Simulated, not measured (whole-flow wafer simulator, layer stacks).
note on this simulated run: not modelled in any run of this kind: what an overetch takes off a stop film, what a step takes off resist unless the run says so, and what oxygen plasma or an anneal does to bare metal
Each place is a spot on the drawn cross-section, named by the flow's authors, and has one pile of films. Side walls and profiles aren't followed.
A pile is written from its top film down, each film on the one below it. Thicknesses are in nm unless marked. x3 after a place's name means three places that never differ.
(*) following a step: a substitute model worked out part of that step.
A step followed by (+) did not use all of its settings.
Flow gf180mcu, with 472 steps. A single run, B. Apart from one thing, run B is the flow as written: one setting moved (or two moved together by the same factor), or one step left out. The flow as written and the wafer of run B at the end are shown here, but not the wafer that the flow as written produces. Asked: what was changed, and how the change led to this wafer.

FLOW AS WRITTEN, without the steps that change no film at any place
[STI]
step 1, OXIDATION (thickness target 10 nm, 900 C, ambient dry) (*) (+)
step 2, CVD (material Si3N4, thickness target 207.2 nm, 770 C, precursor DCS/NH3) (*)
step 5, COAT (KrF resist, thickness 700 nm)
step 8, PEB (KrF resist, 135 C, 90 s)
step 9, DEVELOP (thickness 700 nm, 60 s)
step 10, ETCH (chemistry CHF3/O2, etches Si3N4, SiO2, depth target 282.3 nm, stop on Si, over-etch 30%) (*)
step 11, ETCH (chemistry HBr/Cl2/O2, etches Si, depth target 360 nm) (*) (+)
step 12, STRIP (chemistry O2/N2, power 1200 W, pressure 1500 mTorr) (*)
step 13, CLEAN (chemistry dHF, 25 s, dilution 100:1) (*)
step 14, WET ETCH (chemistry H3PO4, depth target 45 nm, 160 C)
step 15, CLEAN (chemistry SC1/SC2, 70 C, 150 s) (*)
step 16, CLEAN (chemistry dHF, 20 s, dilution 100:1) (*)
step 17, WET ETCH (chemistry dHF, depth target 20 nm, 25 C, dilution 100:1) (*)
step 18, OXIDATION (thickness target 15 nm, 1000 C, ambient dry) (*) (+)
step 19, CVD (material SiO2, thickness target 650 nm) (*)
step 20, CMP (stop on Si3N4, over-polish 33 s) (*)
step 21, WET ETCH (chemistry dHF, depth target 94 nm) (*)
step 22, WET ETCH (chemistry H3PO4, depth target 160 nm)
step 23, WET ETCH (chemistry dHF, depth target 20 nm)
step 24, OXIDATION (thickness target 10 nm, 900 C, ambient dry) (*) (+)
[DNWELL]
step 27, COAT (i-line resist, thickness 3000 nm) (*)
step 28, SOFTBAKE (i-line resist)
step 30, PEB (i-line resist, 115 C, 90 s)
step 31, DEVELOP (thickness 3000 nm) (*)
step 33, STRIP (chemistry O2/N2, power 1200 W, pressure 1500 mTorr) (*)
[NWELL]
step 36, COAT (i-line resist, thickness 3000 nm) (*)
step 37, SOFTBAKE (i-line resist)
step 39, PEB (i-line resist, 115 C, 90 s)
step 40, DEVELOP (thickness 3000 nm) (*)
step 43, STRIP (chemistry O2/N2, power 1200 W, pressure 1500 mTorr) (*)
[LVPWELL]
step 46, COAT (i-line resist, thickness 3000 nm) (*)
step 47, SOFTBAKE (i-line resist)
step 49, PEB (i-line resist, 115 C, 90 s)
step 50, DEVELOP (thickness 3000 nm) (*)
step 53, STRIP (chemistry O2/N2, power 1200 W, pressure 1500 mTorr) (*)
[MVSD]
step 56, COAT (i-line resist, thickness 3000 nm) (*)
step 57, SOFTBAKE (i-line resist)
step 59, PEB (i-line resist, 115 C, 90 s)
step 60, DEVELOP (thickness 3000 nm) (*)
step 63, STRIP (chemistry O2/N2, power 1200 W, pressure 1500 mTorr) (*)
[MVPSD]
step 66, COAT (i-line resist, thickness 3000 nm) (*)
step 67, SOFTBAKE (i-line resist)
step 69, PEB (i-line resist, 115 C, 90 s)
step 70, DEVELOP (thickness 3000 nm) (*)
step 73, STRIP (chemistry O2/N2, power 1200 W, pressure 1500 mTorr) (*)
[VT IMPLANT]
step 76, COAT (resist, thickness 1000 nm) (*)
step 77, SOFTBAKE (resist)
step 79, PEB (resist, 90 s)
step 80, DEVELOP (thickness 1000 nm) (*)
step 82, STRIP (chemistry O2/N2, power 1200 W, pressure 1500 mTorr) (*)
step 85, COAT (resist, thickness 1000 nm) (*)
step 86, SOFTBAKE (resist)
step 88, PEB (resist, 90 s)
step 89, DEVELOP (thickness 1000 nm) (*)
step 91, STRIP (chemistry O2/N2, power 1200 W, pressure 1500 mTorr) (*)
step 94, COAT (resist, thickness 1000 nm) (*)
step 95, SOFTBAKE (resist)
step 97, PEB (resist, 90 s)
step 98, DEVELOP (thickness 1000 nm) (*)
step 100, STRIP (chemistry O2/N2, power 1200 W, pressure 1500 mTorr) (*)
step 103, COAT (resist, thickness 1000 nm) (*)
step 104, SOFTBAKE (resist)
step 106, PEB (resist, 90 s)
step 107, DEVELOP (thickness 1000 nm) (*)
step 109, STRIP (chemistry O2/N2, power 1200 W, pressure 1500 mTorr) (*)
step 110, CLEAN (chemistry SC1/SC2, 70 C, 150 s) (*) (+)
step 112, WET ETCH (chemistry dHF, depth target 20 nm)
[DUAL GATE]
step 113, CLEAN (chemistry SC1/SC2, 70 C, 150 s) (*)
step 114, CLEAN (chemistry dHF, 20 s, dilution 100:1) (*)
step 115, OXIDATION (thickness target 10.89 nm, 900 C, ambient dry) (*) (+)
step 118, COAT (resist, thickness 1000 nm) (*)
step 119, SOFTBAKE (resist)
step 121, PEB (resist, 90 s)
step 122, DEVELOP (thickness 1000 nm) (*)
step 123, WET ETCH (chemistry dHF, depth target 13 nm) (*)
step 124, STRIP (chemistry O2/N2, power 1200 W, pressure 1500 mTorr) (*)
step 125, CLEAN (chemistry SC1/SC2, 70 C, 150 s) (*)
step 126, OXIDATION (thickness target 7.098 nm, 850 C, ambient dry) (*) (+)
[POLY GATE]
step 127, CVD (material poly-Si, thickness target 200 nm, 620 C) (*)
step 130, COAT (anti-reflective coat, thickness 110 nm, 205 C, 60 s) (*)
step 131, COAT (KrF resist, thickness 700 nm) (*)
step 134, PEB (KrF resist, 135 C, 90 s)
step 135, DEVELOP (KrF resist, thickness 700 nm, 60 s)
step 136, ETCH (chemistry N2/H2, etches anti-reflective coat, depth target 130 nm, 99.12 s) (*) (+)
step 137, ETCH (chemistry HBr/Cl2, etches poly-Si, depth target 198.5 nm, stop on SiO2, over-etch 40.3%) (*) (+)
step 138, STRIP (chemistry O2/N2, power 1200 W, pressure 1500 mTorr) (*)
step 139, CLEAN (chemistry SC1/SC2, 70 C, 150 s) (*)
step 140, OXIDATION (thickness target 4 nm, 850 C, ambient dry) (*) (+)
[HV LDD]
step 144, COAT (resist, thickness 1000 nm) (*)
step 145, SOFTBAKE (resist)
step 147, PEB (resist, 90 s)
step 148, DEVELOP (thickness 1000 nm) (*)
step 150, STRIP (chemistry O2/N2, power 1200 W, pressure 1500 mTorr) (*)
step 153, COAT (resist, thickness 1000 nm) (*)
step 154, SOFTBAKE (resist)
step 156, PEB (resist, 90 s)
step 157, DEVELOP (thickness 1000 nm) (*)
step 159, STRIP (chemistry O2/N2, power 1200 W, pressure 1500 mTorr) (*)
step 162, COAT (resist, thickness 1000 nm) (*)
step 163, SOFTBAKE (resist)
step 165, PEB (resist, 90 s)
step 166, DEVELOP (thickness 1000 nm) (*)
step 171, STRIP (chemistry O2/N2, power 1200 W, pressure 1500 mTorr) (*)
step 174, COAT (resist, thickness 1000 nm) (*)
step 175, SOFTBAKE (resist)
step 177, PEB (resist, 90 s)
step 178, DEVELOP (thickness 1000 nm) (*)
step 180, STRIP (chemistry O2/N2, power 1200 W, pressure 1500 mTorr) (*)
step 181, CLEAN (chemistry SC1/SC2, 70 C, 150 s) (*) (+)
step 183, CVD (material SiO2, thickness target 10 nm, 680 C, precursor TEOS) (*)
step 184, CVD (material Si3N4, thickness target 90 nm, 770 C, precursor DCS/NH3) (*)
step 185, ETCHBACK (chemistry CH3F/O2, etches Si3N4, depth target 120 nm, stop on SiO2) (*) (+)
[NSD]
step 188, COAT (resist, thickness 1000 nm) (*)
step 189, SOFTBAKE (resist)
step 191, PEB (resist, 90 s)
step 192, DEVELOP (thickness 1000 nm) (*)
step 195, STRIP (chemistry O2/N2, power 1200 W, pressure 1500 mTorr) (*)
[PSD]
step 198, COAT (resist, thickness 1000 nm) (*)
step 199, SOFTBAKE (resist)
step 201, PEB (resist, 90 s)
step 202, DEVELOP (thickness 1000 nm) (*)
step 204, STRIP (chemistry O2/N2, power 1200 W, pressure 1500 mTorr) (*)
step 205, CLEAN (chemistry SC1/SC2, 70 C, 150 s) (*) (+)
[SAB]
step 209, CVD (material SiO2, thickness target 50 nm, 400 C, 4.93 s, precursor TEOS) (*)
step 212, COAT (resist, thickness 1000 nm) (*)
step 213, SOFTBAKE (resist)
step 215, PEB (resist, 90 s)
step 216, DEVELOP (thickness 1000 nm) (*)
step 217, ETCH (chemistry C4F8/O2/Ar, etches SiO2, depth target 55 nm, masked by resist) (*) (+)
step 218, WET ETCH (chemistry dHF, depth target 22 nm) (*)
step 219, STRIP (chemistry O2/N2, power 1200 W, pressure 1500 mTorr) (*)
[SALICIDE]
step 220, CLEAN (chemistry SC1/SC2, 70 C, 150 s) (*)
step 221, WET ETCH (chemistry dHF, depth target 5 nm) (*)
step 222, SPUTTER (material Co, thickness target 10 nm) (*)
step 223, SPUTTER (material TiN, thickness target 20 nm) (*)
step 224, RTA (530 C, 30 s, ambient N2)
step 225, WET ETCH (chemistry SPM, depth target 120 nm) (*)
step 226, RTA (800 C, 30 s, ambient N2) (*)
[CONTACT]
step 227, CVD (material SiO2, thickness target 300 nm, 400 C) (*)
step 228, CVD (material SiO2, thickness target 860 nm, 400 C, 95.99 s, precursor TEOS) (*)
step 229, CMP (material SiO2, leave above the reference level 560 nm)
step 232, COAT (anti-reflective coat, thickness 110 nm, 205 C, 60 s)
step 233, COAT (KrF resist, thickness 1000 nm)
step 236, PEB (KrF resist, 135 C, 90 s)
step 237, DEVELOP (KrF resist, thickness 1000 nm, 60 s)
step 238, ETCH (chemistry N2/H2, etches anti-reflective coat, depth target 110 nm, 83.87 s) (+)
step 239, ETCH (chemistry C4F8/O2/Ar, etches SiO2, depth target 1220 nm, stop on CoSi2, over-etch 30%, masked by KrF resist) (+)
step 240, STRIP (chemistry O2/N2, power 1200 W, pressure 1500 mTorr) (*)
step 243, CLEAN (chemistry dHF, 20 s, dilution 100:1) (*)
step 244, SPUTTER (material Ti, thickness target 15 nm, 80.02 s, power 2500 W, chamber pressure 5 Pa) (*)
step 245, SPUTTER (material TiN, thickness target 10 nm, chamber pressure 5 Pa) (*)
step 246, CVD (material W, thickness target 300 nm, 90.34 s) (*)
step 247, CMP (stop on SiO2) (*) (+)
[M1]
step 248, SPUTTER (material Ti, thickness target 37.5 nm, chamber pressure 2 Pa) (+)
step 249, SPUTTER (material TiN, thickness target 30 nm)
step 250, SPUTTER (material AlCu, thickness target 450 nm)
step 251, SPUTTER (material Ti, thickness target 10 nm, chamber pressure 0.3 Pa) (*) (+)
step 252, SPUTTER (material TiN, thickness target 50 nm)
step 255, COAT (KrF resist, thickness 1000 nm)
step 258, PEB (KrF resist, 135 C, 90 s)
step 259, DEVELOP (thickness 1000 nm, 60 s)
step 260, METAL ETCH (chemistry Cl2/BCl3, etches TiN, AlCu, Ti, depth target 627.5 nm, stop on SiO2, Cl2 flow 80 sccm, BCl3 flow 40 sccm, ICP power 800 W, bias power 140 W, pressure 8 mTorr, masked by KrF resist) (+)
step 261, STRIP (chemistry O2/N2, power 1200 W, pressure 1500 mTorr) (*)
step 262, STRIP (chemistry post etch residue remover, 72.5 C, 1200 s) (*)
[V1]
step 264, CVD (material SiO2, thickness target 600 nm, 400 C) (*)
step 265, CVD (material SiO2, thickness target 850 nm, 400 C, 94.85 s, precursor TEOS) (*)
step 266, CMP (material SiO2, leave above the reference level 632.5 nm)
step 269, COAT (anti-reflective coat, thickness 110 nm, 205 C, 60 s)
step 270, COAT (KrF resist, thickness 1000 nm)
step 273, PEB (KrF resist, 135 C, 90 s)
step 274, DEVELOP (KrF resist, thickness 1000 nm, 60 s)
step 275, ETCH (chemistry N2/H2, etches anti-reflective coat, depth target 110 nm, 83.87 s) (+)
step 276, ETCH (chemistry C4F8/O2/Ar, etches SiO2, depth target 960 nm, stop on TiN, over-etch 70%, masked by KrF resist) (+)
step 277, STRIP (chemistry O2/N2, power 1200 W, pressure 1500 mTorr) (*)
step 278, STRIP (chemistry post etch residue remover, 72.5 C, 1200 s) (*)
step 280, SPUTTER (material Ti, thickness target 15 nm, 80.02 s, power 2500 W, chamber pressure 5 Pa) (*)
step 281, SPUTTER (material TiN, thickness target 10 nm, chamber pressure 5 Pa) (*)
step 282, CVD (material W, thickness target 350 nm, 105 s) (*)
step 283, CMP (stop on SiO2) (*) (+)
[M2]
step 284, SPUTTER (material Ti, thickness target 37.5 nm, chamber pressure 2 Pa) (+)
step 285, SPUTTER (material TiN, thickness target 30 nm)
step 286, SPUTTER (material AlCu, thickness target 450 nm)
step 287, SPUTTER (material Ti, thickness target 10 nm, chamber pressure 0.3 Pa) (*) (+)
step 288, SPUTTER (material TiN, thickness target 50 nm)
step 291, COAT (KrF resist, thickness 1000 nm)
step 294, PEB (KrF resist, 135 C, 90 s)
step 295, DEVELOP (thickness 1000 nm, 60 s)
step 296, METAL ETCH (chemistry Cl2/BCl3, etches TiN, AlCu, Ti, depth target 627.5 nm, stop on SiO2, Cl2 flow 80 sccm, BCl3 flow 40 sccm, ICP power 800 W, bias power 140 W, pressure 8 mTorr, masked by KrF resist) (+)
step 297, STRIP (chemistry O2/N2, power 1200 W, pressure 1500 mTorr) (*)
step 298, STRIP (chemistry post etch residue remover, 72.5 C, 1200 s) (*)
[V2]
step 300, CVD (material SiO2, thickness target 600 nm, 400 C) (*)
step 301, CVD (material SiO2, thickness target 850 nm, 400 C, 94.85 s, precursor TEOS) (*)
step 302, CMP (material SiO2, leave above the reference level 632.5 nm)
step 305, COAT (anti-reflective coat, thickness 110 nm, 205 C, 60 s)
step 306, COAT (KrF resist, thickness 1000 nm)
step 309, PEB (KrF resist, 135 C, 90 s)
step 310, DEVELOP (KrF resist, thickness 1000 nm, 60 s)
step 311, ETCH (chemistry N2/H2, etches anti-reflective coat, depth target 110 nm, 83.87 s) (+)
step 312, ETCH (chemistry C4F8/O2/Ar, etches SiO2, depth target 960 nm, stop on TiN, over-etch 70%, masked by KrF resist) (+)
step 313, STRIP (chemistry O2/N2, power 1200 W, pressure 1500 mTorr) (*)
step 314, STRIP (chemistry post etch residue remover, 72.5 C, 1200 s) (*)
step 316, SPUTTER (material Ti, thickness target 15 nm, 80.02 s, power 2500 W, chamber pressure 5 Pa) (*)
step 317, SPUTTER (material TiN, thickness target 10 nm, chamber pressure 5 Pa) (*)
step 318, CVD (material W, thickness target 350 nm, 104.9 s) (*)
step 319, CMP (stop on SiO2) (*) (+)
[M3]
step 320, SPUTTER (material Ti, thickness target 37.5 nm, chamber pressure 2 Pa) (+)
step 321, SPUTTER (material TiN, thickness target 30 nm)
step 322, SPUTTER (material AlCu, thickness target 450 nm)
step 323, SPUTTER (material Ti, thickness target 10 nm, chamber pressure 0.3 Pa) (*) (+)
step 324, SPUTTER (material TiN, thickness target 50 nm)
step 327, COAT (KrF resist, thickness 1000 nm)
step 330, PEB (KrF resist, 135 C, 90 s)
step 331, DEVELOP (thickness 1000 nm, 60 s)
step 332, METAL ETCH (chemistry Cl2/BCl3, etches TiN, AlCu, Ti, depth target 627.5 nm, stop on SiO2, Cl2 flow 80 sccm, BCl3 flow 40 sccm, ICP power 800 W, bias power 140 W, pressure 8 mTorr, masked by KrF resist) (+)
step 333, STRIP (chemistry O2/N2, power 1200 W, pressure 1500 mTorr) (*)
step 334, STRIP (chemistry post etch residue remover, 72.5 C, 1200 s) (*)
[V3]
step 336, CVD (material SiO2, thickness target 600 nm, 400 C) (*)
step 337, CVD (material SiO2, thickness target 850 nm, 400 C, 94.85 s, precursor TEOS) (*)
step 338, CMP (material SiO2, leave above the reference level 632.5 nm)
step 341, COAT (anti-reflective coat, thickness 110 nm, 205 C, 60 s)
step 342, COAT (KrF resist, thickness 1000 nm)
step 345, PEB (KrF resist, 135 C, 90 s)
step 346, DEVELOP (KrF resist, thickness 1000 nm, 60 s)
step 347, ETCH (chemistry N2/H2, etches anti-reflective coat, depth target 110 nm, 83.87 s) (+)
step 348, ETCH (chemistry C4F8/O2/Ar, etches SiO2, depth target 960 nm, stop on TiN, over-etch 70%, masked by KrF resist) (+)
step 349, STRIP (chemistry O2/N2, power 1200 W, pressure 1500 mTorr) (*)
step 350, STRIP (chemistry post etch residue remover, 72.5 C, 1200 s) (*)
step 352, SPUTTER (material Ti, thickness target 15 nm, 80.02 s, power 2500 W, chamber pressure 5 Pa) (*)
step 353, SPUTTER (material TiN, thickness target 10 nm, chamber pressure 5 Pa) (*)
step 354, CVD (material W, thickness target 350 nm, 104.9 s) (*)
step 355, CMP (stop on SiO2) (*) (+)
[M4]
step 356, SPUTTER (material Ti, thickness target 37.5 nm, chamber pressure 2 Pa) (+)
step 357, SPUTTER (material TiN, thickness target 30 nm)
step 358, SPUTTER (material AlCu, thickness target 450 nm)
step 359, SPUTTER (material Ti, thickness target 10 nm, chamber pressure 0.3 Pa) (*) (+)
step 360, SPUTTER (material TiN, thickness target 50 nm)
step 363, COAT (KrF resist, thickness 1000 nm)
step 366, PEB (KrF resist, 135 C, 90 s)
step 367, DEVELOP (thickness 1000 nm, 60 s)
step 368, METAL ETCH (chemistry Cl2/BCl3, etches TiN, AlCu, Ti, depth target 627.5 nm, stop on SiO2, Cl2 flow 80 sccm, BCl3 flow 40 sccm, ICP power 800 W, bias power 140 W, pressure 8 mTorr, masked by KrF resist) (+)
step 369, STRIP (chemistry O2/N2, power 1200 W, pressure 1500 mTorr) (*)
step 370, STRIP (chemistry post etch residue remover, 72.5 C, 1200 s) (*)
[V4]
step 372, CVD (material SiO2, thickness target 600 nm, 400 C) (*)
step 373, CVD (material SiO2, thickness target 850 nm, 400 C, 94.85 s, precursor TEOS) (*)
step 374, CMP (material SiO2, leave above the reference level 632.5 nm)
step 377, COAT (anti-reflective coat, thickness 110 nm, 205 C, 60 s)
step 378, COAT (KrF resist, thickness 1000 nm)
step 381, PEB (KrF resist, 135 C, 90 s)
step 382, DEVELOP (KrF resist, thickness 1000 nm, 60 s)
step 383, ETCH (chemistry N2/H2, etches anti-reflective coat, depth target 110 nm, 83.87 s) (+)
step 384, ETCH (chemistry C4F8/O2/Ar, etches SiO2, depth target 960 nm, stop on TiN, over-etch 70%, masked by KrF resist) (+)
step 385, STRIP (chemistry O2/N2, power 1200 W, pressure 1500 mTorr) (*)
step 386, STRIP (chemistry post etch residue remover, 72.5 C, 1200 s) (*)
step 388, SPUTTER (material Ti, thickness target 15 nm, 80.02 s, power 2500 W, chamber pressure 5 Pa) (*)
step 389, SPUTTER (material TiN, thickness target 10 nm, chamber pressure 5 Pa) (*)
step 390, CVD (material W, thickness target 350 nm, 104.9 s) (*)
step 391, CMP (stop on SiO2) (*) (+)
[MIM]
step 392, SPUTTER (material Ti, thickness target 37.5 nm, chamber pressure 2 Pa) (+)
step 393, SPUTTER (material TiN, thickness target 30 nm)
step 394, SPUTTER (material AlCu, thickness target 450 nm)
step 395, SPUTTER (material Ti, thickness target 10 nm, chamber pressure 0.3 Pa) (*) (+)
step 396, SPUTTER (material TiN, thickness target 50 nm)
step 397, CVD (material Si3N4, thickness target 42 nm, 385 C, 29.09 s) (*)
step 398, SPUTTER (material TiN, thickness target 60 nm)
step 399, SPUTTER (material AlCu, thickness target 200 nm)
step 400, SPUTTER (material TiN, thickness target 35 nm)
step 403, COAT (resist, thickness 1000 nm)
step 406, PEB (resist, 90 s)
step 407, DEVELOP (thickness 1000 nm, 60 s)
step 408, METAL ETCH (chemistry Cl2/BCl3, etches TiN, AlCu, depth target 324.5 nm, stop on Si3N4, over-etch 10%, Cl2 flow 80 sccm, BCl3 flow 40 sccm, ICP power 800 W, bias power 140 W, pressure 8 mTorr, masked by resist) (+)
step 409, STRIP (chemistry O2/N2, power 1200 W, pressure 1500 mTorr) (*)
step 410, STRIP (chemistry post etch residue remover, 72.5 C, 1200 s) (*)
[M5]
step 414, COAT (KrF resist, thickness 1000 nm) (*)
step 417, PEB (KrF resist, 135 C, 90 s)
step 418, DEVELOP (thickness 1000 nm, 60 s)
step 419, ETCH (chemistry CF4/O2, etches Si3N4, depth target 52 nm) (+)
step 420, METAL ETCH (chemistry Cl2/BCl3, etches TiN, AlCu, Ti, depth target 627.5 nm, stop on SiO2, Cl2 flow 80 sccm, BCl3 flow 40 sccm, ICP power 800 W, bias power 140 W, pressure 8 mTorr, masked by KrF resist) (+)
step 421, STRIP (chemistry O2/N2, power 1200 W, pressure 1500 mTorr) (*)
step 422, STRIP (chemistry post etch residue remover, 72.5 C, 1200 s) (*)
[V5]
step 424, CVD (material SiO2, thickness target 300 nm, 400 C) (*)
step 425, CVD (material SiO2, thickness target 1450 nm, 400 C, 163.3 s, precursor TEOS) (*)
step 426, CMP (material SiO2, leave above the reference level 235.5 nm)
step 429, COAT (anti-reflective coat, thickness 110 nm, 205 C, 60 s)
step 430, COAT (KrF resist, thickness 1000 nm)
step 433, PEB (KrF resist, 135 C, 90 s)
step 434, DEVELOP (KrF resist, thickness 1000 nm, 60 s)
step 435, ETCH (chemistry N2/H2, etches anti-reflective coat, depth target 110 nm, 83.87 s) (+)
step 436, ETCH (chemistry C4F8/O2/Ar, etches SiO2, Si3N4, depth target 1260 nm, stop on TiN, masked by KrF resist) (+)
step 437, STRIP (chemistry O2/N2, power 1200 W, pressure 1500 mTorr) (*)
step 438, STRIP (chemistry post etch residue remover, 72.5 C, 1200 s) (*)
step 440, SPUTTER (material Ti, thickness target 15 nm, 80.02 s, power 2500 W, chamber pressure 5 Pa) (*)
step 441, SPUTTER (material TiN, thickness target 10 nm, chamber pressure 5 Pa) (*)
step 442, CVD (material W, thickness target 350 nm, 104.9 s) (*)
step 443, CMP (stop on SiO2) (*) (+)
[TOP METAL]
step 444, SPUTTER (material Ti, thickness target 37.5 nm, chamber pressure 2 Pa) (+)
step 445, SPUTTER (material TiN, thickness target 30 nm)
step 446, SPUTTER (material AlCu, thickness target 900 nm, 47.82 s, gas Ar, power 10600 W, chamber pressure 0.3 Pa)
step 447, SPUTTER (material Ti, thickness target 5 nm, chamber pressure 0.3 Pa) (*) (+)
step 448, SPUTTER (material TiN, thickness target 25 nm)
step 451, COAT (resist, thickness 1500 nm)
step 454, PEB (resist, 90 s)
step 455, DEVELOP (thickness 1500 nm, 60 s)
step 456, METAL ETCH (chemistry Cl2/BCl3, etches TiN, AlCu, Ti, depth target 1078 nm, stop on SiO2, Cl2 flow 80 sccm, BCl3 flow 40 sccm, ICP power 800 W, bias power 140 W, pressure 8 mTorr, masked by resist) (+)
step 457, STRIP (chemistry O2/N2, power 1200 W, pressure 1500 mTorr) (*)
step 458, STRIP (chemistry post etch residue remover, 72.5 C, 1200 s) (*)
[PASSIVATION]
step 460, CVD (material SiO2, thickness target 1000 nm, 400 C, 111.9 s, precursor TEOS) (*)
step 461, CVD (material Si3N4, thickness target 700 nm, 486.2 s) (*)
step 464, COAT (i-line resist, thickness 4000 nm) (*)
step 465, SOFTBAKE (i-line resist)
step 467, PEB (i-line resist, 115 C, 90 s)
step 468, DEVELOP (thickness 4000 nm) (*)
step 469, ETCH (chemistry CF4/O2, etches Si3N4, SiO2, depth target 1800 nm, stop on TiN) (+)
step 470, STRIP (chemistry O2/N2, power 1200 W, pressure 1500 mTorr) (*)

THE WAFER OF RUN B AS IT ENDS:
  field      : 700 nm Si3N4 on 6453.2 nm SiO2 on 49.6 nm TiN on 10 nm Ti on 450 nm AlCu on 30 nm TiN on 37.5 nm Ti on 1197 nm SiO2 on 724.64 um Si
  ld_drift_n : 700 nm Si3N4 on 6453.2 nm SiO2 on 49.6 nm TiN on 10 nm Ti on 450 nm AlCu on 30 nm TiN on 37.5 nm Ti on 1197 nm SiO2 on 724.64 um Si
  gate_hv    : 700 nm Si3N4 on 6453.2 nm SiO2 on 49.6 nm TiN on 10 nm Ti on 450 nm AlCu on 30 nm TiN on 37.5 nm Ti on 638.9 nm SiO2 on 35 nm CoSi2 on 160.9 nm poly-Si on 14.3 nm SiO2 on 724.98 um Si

What caused this: step 260, METAL ETCH: chemistry Cl2/BCl3, etches TiN, AlCu, Ti, depth target 627.5 nm, stop on SiO2, Cl2 flow 80 sccm, BCl3 flow 40 sccm, ICP power 800 W, bias power 140 W, pressure 8 mTorr, masked by KrF resist (+), was not run.

The path from the change to this, step by step:
  step 261, STRIP (chemistry O2/N2, power 1200 W, pressure 1500 mTorr) (*)
      field__w8, contact, m1 and 6 more: KrF resist loses 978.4 (all of it) (in the flow as written it would be: KrF resist loses 727.4 (all of it))
  step 264, CVD (material SiO2, thickness target 600 nm, 400 C) (*)
      field, field__w1, field__w2 and 99 more: SiO2 gains 600 (new film) (in the flow as written it would be: SiO2 gains 600)
  step 266, CMP (material SiO2, leave above the reference level 632.5 nm)
      field, field__w1, field__w2 and 99 more: SiO2 loses 877.1 (in the flow as written it would be: SiO2 loses 300)
With metal films that touch counted as one body, field has 1 body; the flow as written gives 0 bodies.
With metal films that touch counted as one body, ld_drift_n has 1 body; the flow as written gives 0 bodies.
With metal films that touch counted as one body, gate_hv has 2 bodies (between them, from the top down: SiO2 638.9); the flow as written gives 1 body.
